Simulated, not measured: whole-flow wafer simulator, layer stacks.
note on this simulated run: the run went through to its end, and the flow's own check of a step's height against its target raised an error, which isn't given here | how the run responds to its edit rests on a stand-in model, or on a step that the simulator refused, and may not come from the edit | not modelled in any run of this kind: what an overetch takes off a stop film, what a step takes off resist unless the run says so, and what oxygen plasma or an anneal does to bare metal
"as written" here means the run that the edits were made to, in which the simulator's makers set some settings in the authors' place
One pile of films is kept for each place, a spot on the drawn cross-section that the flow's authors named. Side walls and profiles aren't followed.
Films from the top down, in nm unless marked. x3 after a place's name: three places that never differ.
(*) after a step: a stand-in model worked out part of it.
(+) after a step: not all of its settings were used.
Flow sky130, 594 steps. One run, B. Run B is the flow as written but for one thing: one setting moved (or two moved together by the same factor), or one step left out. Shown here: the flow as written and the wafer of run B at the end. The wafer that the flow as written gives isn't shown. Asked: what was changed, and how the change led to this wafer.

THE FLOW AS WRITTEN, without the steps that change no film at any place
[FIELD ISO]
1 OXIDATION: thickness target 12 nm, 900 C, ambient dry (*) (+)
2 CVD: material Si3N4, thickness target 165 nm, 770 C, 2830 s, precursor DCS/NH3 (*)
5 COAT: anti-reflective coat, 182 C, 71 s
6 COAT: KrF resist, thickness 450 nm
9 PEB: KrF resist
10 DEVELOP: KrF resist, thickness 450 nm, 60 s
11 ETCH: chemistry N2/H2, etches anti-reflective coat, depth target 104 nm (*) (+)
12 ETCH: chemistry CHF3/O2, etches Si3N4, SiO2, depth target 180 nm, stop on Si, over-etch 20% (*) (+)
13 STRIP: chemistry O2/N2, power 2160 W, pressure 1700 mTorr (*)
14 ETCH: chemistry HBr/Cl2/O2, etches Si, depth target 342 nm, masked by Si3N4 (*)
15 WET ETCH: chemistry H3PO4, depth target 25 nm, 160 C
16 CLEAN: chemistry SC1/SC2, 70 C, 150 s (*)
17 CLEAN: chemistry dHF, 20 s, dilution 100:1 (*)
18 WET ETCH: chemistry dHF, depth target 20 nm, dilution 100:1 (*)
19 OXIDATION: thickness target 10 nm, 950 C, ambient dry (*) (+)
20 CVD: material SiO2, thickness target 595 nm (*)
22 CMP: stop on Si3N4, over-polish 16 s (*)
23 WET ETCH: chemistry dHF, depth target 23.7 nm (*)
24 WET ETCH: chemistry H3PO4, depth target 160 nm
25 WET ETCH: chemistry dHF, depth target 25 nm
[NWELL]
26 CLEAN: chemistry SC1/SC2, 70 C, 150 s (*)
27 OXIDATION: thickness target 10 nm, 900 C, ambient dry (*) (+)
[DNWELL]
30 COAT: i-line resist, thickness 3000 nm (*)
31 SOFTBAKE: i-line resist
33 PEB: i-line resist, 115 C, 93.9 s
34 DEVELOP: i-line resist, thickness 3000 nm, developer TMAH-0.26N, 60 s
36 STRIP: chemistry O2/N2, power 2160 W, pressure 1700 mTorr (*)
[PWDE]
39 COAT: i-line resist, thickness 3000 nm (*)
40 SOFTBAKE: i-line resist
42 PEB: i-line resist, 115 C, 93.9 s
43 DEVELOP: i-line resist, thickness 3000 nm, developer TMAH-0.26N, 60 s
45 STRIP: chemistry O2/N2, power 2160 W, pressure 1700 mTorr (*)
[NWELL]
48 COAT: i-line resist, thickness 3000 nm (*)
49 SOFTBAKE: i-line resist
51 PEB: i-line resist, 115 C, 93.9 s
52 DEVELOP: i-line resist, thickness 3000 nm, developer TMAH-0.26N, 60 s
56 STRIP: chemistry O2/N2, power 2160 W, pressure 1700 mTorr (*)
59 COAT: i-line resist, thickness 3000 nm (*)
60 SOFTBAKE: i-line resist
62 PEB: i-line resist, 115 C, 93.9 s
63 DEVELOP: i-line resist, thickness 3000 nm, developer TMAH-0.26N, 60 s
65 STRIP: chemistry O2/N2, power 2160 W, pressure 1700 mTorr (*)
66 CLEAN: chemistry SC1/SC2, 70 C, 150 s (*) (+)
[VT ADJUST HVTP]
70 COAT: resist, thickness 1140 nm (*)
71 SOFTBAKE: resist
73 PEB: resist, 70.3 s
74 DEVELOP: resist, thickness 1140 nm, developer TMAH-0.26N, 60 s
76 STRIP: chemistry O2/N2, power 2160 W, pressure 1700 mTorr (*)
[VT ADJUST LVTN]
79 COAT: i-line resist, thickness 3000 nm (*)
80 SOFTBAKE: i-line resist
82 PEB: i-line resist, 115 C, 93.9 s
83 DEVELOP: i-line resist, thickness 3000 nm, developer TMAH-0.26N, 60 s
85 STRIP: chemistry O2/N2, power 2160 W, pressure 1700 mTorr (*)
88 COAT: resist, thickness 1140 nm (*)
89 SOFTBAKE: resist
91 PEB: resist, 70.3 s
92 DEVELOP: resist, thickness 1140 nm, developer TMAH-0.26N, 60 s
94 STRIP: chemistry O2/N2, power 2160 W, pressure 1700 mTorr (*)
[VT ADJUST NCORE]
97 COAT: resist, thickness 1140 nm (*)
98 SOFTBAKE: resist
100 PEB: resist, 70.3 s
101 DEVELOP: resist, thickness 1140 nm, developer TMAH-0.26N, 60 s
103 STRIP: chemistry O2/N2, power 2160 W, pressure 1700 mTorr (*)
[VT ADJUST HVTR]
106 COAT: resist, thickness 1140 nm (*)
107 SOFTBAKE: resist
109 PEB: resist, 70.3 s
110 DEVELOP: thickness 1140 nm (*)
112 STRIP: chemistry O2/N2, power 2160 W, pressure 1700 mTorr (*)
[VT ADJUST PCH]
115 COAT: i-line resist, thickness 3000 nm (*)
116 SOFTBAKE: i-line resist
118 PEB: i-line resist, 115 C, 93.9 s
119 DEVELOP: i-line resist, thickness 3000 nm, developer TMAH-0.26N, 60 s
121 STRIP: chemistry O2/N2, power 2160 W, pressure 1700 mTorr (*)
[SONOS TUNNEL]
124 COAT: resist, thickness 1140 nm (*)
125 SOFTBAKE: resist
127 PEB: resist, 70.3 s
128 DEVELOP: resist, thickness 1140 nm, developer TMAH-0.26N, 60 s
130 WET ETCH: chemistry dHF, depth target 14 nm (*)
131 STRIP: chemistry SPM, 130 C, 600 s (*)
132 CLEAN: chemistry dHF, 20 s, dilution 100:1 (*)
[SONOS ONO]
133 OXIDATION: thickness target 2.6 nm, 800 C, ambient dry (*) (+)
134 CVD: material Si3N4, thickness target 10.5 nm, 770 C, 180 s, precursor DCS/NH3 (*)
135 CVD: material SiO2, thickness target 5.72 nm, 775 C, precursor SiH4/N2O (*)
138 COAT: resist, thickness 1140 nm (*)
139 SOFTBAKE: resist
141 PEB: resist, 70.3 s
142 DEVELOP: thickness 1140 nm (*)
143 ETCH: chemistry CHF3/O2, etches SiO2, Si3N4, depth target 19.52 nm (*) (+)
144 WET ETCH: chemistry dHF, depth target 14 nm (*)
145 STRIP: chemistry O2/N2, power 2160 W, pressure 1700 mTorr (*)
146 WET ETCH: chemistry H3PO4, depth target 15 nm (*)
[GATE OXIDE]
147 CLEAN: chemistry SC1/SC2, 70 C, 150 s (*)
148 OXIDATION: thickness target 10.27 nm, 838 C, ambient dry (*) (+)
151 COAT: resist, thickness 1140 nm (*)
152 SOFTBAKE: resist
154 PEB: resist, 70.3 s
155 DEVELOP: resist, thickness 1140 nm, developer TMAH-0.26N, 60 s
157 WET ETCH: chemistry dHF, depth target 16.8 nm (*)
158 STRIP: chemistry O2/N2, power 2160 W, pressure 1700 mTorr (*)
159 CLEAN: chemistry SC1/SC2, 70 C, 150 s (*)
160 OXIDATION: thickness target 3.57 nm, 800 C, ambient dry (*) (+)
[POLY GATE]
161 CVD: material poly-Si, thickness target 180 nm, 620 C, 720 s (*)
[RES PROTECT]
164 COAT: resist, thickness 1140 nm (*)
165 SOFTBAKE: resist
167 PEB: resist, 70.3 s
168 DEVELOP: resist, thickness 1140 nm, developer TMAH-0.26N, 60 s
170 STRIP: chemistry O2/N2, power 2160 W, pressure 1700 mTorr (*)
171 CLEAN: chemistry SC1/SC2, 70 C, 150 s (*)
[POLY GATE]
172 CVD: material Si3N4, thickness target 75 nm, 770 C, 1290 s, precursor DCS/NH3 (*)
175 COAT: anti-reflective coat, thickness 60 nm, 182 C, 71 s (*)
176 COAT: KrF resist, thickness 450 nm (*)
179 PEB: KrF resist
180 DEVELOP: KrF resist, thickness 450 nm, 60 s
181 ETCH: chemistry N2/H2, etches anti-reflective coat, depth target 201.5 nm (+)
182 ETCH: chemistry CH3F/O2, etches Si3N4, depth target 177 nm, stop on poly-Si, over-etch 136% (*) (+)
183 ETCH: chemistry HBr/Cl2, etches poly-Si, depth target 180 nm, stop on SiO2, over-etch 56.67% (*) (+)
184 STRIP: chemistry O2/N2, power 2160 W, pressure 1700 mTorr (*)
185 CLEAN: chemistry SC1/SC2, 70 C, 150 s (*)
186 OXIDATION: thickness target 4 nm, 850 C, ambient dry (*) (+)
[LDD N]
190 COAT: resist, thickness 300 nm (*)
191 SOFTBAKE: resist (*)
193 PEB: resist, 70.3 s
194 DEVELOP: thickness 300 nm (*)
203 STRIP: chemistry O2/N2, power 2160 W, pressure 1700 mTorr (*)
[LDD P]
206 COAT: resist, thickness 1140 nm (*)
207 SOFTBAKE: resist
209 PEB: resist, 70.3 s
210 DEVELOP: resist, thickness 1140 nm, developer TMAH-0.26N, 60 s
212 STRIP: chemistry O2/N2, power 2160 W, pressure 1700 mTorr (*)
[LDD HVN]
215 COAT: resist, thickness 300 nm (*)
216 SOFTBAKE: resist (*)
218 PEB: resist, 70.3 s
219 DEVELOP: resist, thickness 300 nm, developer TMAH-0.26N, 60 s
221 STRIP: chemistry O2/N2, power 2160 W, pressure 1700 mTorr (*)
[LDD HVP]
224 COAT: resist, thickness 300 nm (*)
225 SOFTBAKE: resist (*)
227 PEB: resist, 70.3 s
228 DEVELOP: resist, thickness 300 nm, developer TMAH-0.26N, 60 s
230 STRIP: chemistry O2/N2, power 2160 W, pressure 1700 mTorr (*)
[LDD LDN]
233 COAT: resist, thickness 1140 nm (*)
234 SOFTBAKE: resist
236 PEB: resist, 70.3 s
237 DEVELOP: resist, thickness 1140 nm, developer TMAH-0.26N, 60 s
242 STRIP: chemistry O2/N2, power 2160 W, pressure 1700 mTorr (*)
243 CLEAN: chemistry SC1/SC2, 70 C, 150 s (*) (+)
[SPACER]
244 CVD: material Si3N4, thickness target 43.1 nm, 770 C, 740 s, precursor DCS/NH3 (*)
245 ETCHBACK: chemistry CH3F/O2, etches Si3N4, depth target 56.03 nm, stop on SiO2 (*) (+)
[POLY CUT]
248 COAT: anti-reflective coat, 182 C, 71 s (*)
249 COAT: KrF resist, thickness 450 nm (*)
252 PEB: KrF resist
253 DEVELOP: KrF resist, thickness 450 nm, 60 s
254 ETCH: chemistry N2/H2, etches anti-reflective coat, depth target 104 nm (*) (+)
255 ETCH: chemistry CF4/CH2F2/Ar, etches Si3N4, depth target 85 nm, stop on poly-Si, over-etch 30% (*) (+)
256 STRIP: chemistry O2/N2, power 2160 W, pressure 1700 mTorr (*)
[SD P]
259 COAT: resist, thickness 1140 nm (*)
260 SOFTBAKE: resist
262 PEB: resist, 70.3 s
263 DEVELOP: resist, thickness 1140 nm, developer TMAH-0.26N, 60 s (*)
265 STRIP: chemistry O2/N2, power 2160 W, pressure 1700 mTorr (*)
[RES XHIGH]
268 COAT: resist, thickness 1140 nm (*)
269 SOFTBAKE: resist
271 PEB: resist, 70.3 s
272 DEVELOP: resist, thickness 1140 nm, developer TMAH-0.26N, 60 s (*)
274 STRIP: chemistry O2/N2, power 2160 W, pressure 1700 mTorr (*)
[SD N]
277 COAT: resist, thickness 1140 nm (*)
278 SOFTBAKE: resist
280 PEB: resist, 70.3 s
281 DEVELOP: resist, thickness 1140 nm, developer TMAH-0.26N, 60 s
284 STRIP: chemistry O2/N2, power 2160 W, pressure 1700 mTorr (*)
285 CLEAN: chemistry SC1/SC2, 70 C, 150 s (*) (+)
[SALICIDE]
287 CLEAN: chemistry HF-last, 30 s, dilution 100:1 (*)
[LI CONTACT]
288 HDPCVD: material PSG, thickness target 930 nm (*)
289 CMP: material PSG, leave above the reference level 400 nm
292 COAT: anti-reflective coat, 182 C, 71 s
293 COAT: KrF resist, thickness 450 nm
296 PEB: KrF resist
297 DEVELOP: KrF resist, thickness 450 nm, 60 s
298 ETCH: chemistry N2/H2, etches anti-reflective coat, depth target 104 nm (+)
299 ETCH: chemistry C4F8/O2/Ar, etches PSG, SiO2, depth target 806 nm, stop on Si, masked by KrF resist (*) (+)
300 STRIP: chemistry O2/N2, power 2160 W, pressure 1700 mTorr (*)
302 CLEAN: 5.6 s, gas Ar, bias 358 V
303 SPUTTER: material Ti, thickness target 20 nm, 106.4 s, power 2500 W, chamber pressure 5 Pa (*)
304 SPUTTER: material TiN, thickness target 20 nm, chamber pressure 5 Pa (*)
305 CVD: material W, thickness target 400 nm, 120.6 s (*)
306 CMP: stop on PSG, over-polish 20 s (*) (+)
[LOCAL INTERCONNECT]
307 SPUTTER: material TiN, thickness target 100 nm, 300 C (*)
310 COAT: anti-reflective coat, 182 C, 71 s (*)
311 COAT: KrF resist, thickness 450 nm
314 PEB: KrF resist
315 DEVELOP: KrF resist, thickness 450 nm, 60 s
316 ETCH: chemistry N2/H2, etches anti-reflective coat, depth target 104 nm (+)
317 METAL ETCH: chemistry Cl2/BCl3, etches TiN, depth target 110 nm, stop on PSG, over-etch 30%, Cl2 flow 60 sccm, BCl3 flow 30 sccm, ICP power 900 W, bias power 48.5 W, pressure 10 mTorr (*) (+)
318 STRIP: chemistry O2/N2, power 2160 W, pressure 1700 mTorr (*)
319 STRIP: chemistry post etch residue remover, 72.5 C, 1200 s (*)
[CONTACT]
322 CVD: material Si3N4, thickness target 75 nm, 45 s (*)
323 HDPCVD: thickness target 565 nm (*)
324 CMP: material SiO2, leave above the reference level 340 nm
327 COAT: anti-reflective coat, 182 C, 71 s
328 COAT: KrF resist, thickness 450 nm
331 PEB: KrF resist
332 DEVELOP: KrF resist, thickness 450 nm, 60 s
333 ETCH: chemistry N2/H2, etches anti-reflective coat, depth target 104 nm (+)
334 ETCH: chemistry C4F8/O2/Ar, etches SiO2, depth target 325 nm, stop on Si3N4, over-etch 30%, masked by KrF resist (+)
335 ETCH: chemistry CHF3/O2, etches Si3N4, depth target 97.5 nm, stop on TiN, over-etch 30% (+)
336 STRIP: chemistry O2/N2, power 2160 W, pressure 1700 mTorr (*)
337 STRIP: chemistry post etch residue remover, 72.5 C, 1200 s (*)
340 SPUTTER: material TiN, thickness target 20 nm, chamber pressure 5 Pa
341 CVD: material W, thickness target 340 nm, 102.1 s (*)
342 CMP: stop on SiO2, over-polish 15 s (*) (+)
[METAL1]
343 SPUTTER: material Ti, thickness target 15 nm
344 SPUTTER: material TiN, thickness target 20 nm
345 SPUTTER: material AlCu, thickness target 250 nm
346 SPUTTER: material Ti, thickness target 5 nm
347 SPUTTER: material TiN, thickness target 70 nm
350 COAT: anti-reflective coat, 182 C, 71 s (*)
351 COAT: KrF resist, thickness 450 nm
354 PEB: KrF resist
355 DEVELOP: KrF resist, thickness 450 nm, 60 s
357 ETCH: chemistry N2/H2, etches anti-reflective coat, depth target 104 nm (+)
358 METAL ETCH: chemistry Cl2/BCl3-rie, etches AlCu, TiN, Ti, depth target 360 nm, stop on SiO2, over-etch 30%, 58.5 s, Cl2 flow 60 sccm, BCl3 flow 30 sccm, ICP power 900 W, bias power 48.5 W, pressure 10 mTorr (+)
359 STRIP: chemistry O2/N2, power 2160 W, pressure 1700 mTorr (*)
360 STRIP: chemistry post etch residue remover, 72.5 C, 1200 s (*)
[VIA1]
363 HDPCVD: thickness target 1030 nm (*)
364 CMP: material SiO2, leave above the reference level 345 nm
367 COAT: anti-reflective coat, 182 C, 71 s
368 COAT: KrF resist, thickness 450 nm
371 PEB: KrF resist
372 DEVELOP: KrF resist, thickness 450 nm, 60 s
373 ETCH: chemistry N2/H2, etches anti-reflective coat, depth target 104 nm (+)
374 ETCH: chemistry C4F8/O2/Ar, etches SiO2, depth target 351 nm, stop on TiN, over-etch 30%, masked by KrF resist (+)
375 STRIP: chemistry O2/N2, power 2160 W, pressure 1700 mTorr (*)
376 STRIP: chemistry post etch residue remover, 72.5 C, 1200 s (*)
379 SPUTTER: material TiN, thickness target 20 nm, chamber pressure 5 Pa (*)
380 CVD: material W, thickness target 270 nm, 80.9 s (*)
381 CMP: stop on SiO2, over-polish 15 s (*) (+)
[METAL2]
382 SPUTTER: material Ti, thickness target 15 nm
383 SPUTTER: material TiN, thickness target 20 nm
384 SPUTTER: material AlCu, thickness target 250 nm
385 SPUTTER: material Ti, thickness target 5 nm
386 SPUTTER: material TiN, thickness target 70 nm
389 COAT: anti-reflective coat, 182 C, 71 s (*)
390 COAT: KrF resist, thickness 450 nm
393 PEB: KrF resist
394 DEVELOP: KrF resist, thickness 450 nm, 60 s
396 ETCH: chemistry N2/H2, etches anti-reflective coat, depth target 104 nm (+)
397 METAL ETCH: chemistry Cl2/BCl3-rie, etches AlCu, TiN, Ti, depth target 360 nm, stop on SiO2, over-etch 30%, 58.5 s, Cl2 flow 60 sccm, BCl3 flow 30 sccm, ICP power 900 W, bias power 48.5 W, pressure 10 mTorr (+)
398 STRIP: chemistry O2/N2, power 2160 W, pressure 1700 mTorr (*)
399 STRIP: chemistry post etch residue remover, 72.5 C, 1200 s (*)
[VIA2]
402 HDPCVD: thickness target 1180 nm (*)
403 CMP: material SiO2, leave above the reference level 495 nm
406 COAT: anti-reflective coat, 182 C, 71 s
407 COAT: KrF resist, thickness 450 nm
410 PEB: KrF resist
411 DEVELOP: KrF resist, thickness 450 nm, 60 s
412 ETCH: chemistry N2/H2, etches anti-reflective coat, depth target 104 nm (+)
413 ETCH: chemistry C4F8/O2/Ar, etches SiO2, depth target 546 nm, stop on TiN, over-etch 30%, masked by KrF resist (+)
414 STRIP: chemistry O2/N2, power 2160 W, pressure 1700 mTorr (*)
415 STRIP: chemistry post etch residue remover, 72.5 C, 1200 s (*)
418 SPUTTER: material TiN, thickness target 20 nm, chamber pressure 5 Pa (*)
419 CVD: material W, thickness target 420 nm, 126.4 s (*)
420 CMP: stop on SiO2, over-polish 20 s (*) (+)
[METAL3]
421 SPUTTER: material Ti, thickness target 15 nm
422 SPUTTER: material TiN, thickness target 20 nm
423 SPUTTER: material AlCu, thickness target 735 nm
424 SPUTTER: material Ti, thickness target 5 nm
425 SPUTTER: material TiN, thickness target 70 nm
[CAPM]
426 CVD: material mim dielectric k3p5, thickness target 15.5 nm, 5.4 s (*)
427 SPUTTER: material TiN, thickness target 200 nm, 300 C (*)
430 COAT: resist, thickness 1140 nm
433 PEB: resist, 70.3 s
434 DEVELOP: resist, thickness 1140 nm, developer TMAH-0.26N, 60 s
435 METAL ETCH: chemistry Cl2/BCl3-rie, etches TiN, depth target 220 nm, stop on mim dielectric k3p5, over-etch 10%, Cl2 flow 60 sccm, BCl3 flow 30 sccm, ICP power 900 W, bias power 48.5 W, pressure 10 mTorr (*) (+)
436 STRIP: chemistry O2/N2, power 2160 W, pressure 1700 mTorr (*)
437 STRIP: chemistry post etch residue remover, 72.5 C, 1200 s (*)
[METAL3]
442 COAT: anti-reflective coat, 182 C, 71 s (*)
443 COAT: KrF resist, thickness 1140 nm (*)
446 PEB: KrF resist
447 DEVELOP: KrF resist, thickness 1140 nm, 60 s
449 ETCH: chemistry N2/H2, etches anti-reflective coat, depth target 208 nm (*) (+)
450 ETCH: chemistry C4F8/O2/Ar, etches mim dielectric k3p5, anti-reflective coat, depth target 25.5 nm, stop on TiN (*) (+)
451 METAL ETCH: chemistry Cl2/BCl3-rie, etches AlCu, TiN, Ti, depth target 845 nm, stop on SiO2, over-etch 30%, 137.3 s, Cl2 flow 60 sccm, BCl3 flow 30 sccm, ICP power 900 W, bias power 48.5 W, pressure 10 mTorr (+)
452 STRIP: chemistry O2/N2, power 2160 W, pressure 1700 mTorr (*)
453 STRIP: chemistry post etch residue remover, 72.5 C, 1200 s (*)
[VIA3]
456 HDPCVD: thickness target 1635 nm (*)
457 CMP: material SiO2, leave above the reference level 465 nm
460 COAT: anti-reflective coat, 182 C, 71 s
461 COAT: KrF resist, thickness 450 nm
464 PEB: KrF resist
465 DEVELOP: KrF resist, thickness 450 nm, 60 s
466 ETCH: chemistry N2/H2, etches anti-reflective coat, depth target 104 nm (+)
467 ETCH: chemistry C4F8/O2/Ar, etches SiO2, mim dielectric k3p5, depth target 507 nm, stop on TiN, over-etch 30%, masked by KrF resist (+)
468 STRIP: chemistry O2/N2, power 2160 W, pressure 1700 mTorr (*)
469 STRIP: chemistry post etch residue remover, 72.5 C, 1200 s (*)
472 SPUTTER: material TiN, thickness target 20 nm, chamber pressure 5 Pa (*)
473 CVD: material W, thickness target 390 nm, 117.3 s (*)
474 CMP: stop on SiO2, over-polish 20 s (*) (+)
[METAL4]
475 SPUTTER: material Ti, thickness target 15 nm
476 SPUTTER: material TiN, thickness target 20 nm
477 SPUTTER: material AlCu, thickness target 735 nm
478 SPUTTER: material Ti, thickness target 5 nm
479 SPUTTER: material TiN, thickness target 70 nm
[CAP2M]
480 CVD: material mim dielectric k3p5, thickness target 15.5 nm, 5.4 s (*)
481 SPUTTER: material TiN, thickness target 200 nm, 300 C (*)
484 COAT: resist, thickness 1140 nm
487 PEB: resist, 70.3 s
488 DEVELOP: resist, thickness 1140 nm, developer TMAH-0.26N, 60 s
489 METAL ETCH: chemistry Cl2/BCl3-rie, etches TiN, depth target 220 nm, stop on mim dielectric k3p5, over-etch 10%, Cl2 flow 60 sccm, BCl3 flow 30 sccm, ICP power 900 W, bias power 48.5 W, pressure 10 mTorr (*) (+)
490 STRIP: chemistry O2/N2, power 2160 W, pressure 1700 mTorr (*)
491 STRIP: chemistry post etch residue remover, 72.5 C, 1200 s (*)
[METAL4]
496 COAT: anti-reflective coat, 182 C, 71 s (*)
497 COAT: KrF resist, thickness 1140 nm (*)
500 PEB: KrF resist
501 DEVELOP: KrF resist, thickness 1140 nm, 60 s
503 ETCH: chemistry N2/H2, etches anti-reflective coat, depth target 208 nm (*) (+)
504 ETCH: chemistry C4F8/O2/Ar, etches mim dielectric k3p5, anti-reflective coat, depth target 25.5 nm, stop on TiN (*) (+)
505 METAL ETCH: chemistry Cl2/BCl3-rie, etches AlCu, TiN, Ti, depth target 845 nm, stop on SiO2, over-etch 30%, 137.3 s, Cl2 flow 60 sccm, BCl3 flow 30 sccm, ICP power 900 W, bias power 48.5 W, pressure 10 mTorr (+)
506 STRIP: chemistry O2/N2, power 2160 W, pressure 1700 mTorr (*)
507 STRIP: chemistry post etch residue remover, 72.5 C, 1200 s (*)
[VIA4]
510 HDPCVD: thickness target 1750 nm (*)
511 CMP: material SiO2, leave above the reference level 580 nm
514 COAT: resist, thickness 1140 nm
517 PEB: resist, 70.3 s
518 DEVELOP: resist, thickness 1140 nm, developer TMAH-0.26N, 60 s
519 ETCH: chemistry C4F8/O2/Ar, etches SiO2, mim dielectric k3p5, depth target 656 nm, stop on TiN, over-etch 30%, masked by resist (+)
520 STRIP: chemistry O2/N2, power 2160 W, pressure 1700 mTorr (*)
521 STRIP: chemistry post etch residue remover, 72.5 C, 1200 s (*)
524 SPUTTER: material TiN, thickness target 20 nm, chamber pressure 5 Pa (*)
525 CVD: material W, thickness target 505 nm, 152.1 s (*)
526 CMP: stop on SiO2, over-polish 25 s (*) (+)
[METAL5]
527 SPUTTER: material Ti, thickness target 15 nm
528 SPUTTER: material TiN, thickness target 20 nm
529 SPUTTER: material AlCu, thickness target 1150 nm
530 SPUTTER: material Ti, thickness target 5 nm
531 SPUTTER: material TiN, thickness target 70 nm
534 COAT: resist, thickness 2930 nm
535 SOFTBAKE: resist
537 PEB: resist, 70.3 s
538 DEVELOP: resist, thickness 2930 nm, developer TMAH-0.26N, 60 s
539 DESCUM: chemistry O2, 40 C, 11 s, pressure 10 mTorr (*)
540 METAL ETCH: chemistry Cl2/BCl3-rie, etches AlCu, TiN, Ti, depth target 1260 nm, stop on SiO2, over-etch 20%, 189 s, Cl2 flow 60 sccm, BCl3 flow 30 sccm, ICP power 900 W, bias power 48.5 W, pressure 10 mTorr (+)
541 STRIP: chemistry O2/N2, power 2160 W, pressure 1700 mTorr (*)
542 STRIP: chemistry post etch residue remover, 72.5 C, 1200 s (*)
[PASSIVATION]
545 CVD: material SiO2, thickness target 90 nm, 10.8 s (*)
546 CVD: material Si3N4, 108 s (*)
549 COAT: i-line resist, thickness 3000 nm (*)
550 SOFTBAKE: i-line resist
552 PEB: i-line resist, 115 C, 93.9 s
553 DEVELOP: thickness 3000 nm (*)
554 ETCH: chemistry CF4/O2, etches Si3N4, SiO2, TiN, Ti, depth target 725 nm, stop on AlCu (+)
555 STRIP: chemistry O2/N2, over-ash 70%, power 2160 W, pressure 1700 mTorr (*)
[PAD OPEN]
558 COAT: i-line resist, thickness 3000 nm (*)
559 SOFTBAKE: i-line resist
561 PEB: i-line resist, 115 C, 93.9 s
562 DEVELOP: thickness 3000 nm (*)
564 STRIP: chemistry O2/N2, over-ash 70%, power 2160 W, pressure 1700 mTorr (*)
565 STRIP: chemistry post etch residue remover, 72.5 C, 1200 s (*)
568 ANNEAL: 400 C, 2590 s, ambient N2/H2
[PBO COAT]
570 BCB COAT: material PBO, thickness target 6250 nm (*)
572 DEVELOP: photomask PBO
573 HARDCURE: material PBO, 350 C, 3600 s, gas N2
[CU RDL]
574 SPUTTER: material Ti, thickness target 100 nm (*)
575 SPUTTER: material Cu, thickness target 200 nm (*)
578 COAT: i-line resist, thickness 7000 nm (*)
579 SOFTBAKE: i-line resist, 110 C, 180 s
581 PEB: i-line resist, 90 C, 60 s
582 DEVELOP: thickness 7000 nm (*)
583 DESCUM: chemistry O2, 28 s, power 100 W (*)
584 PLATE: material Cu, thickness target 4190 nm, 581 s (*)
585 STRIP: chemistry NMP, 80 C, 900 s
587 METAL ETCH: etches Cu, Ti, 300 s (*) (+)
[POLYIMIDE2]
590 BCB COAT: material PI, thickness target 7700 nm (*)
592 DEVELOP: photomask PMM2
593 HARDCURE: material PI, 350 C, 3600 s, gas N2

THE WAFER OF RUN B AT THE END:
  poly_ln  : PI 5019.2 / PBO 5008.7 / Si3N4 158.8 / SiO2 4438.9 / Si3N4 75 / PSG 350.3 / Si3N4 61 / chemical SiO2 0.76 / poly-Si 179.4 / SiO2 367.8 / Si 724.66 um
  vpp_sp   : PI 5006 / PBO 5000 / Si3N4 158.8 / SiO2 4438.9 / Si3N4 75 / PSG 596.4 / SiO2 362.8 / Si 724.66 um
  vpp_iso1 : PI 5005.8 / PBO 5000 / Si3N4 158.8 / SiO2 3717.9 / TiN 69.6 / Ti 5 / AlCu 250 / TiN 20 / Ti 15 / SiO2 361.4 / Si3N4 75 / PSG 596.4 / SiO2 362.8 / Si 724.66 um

The cause: step 25, WET ETCH: depth target 34 nm was run, where the flow has depth target 25 nm.

How the change led to this, step by step:
  25 WET ETCH: chemistry dHF, depth target 25 nm
      field, mim, iso_guard and 84 more: SiO2 -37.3 (as written it would be: SiO2 -27.4)
  31 SOFTBAKE: i-line resist
      m1: i-line resist +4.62 (as written it would be: i-line resist +5.34)
      sonos_cell: i-line resist +5.35 (as written it would be: i-line resist +6.18)
      (and at 72 more places)
  40 SOFTBAKE: i-line resist
      m1: i-line resist +4.62 (as written it would be: i-line resist +5.34)
      sonos_cell: i-line resist +5.35 (as written it would be: i-line resist +6.18)
      (and at 72 more places)
  49 SOFTBAKE: i-line resist
      m1: i-line resist +4.62 (as written it would be: i-line resist +5.34)
      sonos_cell: i-line resist +5.35 (as written it would be: i-line resist +6.18)
      (and at 72 more places)
  60 SOFTBAKE: i-line resist
      m1: i-line resist +4.62 (as written it would be: i-line resist +5.34)
      sonos_cell: i-line resist +5.35 (as written it would be: i-line resist +6.18)
      (and at 72 more places)
  71 SOFTBAKE: resist
      gate_hv_pwblk: resist +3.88 (as written it would be: resist +4.5)
      ndiff_licon_cpp: resist +3.8 (as written it would be: resist +4.39)
      (and at 3 more places)
  80 SOFTBAKE: i-line resist
      m1: i-line resist +4.63 (as written it would be: i-line resist +5.35)
      sonos_cell: i-line resist +5.35 (as written it would be: i-line resist +6.18)
      (and at 72 more places)
  89 SOFTBAKE: resist
      gate_hv_pwblk: resist +3.88 (as written it would be: resist +4.5)
      ndiff_licon_cpp: resist +3.8 (as written it would be: resist +4.39)
      (and at 3 more places)
  98 SOFTBAKE: resist
      gate_hv_pwblk: resist +3.88 (as written it would be: resist +4.5)
      ndiff_licon_cpp: resist +3.8 (as written it would be: resist +4.39)
      (and at 3 more places)
  107 SOFTBAKE: resist
      gate_hv_pwblk: resist +3.88 (as written it would be: resist +4.5)
      ndiff_licon_cpp: resist +3.8 (as written it would be: resist +4.39)
      (and at 3 more places)
  116 SOFTBAKE: i-line resist
      m1: i-line resist +4.6 (as written it would be: i-line resist +5.32)
      sonos_cell: i-line resist +5.33 (as written it would be: i-line resist +6.16)
      (and at 72 more places)
  125 SOFTBAKE: resist
      gate_hv_pwblk: resist +3.88 (as written it would be: resist +4.5)
      ndiff_licon_cpp: resist +3.8 (as written it would be: resist +4.39)
      (and at 3 more places)
  139 SOFTBAKE: resist
      gate_hv_pwblk: resist +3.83 (as written it would be: resist +4.44)
      gate_hv_iso: resist +3.04 (as written it would be: resist +3.57)
      (and at 4 more places)
  152 SOFTBAKE: resist
      gate_hv_pwblk: resist +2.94 (as written it would be: resist +3.56)
      ndiff_licon_cpp: resist +2.92 (as written it would be: resist +3.51)
      (and at 3 more places)
  161 CVD: material poly-Si, thickness target 180 nm, 620 C, 720 s (*)
      ndiff_dn: poly-Si +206 (new film) (as written it would be: poly-Si +215.9 (new film))
  165 SOFTBAKE: resist
      gate_hv_pwblk: resist +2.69 (as written it would be: resist +3.31)
      gate_hv_iso: resist +2.55 (as written it would be: resist +3.1)
      (and at 2 more places)
  ... 23 more steps ...
  306 CMP: stop on PSG, over-polish 20 s (*) (+)
      poly_licon: W -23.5 (as written it would be: W -33.3)
